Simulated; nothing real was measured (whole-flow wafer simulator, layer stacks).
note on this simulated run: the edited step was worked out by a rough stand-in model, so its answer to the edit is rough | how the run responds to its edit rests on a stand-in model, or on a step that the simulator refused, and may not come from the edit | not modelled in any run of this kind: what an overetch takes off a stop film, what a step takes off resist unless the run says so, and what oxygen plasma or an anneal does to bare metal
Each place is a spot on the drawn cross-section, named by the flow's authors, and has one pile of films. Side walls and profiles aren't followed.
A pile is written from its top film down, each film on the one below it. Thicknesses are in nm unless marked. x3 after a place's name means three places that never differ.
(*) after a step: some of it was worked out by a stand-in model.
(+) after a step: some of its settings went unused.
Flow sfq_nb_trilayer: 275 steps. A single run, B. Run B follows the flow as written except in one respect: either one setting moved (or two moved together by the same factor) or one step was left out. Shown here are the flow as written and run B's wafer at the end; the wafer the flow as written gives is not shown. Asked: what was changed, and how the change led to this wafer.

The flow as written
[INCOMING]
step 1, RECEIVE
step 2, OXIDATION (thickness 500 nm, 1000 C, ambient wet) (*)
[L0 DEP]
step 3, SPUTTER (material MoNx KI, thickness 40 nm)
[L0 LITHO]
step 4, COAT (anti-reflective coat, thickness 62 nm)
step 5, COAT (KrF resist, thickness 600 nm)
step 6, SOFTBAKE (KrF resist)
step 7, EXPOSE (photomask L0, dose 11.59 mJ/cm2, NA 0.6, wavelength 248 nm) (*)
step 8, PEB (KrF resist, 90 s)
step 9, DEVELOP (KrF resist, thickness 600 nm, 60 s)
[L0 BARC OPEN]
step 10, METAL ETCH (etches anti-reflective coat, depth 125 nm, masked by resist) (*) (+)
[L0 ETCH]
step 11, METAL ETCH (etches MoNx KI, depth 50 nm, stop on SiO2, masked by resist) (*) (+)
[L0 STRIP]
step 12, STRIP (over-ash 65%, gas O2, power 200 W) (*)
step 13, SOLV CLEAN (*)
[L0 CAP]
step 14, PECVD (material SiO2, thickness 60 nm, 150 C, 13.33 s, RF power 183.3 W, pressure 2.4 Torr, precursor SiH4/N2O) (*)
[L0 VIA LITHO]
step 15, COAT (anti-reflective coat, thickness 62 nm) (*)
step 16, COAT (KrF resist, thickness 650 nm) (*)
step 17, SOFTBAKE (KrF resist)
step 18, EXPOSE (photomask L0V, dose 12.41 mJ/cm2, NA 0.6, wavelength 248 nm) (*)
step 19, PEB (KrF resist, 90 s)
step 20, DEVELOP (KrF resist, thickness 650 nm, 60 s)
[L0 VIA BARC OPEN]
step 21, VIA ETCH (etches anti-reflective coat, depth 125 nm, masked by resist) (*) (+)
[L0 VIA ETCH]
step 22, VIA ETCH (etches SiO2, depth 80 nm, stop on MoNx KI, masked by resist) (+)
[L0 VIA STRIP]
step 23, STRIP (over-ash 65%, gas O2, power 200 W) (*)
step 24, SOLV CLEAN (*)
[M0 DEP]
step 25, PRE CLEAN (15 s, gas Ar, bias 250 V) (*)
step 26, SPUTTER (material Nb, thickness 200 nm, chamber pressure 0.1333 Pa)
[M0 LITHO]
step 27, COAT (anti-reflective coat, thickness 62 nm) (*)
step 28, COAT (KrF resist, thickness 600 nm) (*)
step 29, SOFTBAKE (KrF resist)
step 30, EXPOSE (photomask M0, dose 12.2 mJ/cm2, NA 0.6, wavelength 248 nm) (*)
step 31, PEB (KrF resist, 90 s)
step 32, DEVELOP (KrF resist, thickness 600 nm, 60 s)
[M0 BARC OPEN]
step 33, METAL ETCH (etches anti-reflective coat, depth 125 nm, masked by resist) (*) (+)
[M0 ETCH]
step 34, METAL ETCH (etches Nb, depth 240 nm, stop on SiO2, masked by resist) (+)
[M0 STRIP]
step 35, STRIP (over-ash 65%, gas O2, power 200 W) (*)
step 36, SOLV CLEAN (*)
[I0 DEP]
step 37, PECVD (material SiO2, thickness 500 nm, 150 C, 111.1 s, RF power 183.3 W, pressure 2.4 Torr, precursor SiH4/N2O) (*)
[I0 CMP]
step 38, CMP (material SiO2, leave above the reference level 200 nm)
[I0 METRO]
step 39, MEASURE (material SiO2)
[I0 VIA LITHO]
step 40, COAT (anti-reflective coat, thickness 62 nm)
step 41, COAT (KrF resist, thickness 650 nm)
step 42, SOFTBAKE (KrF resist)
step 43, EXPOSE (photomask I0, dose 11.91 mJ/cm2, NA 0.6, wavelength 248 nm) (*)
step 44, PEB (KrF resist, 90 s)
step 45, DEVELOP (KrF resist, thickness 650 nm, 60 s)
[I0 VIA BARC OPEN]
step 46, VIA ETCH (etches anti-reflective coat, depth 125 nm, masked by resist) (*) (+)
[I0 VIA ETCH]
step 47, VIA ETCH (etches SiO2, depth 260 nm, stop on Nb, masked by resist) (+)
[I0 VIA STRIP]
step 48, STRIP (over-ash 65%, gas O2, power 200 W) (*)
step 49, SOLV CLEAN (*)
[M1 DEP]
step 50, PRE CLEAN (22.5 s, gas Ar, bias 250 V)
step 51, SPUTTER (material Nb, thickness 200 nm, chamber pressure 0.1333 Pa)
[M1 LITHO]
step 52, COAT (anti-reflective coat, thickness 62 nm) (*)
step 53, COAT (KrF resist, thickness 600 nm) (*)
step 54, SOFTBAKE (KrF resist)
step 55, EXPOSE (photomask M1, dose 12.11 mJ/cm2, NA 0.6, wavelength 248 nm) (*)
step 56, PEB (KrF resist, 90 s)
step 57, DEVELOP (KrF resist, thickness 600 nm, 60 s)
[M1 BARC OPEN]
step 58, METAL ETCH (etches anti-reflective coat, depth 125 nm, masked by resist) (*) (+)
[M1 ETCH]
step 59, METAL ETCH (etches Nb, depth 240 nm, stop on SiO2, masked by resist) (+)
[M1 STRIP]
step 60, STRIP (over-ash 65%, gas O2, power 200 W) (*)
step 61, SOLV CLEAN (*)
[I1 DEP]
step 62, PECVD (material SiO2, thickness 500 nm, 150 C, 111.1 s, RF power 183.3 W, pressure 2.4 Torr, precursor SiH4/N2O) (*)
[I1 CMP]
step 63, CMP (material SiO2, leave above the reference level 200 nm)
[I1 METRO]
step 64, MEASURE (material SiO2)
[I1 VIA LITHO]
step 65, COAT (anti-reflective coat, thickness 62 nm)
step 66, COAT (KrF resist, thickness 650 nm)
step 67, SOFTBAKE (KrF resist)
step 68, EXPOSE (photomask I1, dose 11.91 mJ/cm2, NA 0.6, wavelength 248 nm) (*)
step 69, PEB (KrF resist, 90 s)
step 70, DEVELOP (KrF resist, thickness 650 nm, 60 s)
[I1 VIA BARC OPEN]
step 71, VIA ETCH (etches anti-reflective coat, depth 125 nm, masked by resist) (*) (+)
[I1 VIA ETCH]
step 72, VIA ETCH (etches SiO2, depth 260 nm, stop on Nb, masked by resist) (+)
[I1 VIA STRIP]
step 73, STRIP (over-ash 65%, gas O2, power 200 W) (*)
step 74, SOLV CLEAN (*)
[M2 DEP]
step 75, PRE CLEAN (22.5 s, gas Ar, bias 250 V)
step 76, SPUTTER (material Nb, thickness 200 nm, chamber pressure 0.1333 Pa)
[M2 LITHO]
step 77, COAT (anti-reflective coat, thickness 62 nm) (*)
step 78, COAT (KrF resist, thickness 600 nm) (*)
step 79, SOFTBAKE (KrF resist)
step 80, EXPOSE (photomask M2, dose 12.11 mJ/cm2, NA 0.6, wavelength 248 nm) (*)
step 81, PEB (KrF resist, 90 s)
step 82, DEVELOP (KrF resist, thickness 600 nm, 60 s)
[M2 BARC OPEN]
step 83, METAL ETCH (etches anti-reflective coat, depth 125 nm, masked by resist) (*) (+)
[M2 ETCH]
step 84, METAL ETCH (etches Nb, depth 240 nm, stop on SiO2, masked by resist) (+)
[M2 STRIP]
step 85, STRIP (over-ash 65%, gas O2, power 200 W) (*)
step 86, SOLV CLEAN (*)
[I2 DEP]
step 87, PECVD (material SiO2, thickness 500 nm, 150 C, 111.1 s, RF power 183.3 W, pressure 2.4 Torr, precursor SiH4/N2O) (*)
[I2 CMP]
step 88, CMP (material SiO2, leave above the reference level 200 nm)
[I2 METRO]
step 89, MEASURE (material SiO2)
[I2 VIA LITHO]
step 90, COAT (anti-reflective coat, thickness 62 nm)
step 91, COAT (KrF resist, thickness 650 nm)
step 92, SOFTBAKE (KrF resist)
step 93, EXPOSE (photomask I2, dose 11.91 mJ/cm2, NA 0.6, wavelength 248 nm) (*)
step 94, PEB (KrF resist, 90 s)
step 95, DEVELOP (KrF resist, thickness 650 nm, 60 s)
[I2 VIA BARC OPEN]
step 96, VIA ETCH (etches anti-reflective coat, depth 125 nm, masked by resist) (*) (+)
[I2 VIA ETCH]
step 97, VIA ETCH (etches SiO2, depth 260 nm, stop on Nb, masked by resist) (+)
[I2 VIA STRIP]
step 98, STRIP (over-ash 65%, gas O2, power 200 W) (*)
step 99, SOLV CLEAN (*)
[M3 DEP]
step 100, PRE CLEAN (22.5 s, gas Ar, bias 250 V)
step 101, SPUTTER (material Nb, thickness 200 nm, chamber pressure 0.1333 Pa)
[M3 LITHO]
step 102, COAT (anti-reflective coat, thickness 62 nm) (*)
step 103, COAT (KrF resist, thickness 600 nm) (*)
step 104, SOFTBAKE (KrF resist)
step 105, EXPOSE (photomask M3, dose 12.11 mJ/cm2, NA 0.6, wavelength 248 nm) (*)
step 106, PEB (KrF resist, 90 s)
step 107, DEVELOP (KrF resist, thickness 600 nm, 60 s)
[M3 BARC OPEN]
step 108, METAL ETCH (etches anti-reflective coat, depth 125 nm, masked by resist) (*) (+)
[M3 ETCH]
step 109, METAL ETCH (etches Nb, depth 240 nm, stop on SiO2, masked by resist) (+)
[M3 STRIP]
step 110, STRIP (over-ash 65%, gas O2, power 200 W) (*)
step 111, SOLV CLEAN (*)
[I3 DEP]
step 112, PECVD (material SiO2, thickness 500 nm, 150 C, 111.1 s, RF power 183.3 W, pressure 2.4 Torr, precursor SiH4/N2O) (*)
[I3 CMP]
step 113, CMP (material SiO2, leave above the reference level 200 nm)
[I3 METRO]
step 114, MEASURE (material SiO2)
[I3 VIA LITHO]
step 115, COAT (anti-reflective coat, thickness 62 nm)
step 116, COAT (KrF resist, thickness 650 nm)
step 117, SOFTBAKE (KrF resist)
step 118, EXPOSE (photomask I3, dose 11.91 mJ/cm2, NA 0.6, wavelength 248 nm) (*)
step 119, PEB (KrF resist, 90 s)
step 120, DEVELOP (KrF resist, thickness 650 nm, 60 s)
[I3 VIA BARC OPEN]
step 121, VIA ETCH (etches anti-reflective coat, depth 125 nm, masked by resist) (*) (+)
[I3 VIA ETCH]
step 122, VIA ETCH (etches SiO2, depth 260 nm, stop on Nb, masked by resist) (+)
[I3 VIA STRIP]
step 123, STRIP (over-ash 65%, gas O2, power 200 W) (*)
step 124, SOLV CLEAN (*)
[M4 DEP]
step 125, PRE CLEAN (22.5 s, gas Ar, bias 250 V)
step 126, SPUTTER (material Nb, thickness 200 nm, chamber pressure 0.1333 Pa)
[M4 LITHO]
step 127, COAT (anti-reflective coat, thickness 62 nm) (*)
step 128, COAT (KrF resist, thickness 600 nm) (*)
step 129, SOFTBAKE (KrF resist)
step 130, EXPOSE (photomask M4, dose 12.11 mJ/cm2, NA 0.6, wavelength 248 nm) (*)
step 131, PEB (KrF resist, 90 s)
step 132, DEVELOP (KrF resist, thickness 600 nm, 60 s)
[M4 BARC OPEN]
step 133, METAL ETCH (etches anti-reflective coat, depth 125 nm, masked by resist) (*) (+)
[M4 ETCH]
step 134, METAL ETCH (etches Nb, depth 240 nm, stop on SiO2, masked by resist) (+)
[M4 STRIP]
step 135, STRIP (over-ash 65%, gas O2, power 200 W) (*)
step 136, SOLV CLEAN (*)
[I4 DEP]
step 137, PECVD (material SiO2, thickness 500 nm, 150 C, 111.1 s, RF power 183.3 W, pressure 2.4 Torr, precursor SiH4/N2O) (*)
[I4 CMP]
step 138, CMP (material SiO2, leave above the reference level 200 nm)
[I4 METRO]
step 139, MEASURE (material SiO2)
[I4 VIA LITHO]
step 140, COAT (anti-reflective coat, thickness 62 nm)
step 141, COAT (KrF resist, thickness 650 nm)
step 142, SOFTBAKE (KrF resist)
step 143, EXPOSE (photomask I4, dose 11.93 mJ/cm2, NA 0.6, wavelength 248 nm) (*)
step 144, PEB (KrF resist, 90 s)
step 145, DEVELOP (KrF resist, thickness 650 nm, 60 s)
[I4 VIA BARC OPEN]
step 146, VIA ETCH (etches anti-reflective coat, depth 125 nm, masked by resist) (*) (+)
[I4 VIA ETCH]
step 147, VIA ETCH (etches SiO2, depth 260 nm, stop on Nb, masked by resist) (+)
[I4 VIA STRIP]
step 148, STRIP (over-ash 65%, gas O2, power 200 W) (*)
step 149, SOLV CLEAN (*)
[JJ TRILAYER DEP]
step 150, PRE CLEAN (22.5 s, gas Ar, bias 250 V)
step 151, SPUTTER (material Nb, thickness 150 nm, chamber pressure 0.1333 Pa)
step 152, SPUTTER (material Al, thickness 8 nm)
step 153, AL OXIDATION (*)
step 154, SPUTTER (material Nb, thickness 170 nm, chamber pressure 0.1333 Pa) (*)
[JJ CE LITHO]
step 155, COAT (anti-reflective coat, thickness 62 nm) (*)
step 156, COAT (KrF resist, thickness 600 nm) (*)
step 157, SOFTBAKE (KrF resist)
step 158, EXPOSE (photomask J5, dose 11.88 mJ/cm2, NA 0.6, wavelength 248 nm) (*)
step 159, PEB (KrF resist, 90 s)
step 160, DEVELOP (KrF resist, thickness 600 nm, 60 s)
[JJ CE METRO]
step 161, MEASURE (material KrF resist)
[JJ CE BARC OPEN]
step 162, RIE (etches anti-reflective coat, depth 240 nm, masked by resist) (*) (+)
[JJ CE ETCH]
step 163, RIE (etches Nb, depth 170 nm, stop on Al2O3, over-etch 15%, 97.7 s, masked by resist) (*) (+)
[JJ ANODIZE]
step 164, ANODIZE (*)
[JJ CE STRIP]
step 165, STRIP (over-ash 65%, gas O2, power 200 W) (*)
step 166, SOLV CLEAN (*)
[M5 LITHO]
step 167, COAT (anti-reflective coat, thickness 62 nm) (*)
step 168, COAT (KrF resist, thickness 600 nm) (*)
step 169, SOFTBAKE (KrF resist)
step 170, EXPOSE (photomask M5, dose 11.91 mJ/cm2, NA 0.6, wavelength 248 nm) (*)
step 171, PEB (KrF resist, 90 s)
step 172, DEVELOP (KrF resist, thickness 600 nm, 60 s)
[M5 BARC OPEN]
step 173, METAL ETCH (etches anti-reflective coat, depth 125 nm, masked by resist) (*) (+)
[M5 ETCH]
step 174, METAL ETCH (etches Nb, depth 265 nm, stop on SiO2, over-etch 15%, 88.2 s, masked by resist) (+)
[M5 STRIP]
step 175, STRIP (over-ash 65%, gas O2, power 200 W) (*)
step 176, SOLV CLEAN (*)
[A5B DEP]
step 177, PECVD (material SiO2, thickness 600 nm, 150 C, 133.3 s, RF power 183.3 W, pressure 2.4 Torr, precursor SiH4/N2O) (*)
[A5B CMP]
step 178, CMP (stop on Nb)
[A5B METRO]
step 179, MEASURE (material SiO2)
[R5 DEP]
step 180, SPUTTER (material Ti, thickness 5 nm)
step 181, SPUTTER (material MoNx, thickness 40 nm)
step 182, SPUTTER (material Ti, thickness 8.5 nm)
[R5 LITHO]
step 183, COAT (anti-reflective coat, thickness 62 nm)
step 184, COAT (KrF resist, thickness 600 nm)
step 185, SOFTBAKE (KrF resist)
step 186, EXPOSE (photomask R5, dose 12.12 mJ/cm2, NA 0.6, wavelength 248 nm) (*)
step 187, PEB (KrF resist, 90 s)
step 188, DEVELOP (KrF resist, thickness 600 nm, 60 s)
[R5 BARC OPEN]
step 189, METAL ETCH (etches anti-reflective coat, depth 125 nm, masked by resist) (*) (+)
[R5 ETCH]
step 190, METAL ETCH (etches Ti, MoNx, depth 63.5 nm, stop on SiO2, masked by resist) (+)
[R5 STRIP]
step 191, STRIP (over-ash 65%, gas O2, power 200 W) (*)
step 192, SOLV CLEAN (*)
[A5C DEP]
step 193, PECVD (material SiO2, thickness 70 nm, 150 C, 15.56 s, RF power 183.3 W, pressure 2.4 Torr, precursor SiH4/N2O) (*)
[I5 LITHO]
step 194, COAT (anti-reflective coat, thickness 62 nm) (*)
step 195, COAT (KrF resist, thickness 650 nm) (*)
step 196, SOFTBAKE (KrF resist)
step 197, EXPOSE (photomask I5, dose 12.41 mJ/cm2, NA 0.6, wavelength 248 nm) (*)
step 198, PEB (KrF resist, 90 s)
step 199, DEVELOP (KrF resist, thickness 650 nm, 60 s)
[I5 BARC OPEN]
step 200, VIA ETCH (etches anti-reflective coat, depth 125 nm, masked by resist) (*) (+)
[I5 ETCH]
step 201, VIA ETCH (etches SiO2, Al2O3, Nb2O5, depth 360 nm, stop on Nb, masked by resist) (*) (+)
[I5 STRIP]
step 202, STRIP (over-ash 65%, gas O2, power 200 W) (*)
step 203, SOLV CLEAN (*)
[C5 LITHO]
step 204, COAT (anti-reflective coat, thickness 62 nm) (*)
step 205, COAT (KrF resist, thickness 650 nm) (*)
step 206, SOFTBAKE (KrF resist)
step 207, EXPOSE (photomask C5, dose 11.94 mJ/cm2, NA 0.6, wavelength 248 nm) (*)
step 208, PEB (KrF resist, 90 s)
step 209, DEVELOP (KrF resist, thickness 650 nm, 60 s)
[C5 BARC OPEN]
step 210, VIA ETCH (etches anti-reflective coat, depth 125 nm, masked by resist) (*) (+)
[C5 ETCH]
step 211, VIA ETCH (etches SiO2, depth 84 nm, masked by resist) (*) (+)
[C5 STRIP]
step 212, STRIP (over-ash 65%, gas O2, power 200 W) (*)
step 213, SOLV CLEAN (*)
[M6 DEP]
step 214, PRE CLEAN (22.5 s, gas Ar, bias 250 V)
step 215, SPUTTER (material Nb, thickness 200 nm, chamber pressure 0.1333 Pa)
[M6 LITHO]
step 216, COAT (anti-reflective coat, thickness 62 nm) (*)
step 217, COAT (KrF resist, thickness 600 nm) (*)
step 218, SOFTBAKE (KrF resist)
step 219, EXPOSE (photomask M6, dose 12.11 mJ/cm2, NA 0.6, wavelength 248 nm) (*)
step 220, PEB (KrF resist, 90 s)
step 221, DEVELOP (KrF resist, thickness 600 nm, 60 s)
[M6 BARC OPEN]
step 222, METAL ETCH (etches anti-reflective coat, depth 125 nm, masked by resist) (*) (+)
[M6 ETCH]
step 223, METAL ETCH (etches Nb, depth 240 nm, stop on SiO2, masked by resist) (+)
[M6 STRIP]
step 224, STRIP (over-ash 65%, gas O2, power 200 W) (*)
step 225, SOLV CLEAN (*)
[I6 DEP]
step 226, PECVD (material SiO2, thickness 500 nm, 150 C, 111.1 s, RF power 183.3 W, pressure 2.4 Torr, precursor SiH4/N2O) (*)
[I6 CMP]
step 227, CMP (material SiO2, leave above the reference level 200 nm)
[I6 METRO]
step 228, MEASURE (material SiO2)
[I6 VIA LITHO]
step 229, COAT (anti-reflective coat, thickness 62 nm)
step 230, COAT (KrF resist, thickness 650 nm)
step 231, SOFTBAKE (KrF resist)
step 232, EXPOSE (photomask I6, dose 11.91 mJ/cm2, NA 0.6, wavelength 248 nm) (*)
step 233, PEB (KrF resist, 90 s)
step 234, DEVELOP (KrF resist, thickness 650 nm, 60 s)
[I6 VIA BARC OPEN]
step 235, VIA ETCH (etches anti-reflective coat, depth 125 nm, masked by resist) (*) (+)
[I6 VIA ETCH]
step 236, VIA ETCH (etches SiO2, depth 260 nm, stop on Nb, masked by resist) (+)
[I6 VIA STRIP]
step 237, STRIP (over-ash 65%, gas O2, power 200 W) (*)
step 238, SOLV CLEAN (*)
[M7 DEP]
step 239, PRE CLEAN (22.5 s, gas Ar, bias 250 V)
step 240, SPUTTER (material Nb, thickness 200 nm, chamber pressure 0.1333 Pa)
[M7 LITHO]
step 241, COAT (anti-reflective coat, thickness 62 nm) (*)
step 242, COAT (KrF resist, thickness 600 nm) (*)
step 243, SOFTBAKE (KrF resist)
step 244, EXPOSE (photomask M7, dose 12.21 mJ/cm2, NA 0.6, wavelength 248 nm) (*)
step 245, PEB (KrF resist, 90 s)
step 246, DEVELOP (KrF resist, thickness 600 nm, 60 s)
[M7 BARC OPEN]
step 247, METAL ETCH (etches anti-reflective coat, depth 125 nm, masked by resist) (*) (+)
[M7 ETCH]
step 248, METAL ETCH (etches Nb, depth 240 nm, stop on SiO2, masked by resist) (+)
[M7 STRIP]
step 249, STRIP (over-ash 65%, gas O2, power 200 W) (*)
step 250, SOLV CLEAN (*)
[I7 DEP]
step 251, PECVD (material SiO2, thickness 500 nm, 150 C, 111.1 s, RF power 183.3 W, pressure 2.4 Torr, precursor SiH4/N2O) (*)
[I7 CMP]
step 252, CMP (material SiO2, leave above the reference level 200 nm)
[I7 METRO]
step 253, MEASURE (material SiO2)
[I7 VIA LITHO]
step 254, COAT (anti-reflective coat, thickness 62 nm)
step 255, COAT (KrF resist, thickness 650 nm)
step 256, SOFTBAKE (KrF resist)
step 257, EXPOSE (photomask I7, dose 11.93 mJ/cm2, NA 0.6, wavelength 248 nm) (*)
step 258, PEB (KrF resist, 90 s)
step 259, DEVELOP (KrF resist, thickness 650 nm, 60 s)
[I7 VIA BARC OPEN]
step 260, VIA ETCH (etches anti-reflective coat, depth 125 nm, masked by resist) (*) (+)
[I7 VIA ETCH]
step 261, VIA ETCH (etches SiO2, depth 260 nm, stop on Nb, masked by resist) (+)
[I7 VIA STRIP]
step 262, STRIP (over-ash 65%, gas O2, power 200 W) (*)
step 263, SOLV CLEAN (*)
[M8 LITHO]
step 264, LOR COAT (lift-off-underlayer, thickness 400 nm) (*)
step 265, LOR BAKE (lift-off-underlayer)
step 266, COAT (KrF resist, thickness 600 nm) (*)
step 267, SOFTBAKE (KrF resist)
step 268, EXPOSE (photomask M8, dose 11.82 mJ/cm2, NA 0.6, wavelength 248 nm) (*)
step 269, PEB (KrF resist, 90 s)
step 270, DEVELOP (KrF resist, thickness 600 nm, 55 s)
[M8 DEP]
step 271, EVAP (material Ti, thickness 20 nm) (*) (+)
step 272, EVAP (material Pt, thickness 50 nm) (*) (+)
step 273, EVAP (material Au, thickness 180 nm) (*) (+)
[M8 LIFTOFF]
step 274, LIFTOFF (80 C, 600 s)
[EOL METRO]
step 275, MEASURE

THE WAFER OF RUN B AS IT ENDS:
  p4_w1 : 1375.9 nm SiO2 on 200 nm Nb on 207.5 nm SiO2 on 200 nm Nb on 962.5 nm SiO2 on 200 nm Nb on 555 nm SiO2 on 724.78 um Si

The reason: step 87, PECVD: thickness 385 nm was run, while the flow as written has thickness 500 nm; step 87, PECVD: 85.56 s was run, where the flow has 111.1 s.

The path from the change to this, step by step:
  step 87, PECVD (material SiO2, thickness 500 nm, 150 C, 111.1 s, RF power 183.3 W, pressure 2.4 Torr, precursor SiH4/N2O) (*)
      field_l, be, be_sur and 81 more: SiO2 gains 385 (in the flow as written it would be: SiO2 gains 500)
      v_sur, via_wl, via_w and 18 more: SiO2 gains 385 (new film) (in the flow as written it would be: SiO2 gains 500 (new film))
      (as well as at 1 more place)
  step 88, CMP (material SiO2, leave above the reference level 200 nm)
      field_l, be, be_sur and 81 more: nothing (in the flow as written it would be: SiO2 loses 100)
      v_sur, via_wl, via_w and 18 more: SiO2 loses 185 (in the flow as written it would be: SiO2 loses 300)
      (as well as at 1 more place)
  step 90, COAT (anti-reflective coat, thickness 62 nm)
      wl_g_sr, m0r_space_l, m6r_space_l, m7r_space_l: anti-reflective coat gains 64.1 (new film) (in the flow as written it would be: anti-reflective coat gains 62 (new film))
      l0r_line_l, m5r_space_l, m5r_space_r: anti-reflective coat gains 63.3 (new film) (in the flow as written it would be: anti-reflective coat gains 62 (new film))
      (as well as at 22 more places)
  step 98, STRIP (over-ash 65%, gas O2, power 200 W) (*)
      m0r_space_l, m6r_space_l, m7r_space_l: KrF resist loses 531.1 (all of it), anti-reflective coat loses 64.1 (all of it) (in the flow as written it would be: KrF resist loses 528.6 (all of it), anti-reflective coat loses 62 (all of it))
      m0r_space_r, m6r_space_r, m7r_space_r: KrF resist loses 531 (all of it), anti-reflective coat loses 64.2 (all of it) (in the flow as written it would be: KrF resist loses 528.6 (all of it), anti-reflective coat loses 62 (all of it))
      (as well as at 23 more places)
  step 102, COAT (anti-reflective coat, thickness 62 nm) (*)
      m0r_space_l, m0r_space_r, m6r_space_l, m6r_space_r, m7r_space_l, m7r_space_r: anti-reflective coat gains 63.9 (new film) (in the flow as written it would be: anti-reflective coat gains 62 (new film))
      p3_s0, r5r_line_c: anti-reflective coat gains 63.7 (new film) (in the flow as written it would be: anti-reflective coat gains 62 (new film))
      (as well as at 18 more places)
  step 108, METAL ETCH (etches anti-reflective coat, depth 125 nm, masked by resist) (*) (+)
      m0r_space_l, m0r_space_r, m6r_space_l, m6r_space_r, m7r_space_l, m7r_space_r: anti-reflective coat loses 63.9 (all of it) (in the flow as written it would be: anti-reflective coat loses 62 (all of it))
      p3_s0, r5r_line_c: anti-reflective coat loses 63.7 (all of it) (in the flow as written it would be: anti-reflective coat loses 62 (all of it))
      (as well as at 13 more places)
  step 110, STRIP (over-ash 65%, gas O2, power 200 W) (*)
      v_sur: KrF resist loses 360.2 (all of it), anti-reflective coat loses 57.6 (all of it) (in the flow as written it would be: KrF resist loses 365.3 (all of it), anti-reflective coat loses 61.1 (all of it))
      wire: KrF resist loses 374.2 (all of it), anti-reflective coat loses 58.3 (all of it) (in the flow as written it would be: KrF resist loses 379.7 (all of it), anti-reflective coat loses 61.3 (all of it))
      (as well as at 3 more places)
  step 113, CMP (material SiO2, leave above the reference level 200 nm)
      field_l, be, be_sur and 64 more: SiO2 loses 85 (in the flow as written it would be: SiO2 loses 100)
      p4_w1, p4_w2, p4_w3 and 6 more: SiO2 loses 285 (in the flow as written it would be: SiO2 loses 300)
      (as well as at 8 more places)
